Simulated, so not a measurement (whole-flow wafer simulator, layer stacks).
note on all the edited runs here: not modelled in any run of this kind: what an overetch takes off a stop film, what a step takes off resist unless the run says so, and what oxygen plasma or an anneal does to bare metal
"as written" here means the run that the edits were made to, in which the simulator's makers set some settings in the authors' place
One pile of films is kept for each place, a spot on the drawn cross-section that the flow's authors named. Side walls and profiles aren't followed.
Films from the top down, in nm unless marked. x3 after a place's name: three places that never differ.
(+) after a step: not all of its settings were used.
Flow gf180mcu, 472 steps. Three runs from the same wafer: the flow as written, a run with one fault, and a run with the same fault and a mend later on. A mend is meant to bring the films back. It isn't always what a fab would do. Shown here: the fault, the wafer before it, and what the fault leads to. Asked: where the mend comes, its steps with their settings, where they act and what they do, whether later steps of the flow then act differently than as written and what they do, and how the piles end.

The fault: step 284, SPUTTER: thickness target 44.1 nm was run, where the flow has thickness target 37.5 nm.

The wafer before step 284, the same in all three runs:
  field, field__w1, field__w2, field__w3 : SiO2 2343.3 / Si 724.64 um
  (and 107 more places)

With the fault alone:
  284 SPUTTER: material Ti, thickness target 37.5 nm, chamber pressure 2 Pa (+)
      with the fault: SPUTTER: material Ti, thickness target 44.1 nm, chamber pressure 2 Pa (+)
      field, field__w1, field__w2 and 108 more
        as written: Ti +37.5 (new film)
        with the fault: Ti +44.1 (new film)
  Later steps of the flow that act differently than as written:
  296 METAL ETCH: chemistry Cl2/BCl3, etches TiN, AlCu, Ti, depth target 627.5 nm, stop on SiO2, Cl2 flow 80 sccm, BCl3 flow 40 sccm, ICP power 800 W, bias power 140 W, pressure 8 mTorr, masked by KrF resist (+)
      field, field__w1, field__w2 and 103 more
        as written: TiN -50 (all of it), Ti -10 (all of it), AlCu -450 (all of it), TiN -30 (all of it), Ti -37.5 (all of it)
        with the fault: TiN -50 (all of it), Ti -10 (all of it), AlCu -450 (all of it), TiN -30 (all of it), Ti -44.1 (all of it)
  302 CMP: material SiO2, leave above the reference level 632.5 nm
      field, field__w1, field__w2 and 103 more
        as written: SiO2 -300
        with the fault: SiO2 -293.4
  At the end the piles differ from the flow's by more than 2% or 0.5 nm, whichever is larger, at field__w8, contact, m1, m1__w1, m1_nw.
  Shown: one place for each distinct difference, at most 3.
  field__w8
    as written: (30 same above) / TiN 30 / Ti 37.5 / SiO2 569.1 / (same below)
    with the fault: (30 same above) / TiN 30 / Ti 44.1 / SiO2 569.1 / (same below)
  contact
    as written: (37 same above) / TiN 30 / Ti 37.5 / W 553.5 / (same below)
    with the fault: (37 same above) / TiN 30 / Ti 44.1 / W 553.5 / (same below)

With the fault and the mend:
  The mend comes after step 295.
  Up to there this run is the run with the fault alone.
  296 METAL ETCH: chemistry Cl2/BCl3, etches TiN, AlCu, Ti, depth target 634.1 nm, stop on SiO2, Cl2 flow 80 sccm, BCl3 flow 40 sccm, ICP power 800 W, bias power 140 W, pressure 8 mTorr, masked by KrF resist (+) (the flow's step 296, which as written has depth target 627.5 nm)
      field, field__w1, field__w2 and 103 more
        TiN -50 (all of it), Ti -10 (all of it), AlCu -450 (all of it), TiN -30 (all of it), Ti -44.1 (all of it)
      field__w8, contact, m1, m1__w1, m1_nw
        KrF resist -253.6
  Later steps of the flow that act differently than as written (1 more step differs only slightly, by at most 2% or 0.5 nm, whichever is larger, and isn't shown):
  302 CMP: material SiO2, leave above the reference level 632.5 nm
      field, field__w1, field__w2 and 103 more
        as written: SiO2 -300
        with the mend: SiO2 -293.4
  At the end the piles differ from the flow's by more than 2% or 0.5 nm, whichever is larger, at field__w8, contact, m1, m1__w1, m1_nw.
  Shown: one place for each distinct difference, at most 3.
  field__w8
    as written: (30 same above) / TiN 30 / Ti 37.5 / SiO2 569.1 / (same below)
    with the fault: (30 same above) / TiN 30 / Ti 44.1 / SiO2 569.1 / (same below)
    with the mend: (30 same above) / TiN 30 / Ti 44.1 / SiO2 569.1 / (same below)
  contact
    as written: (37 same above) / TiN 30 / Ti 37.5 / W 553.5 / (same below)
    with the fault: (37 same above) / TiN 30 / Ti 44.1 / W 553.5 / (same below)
    with the mend: (37 same above) / TiN 30 / Ti 44.1 / W 553.5 / (same below)
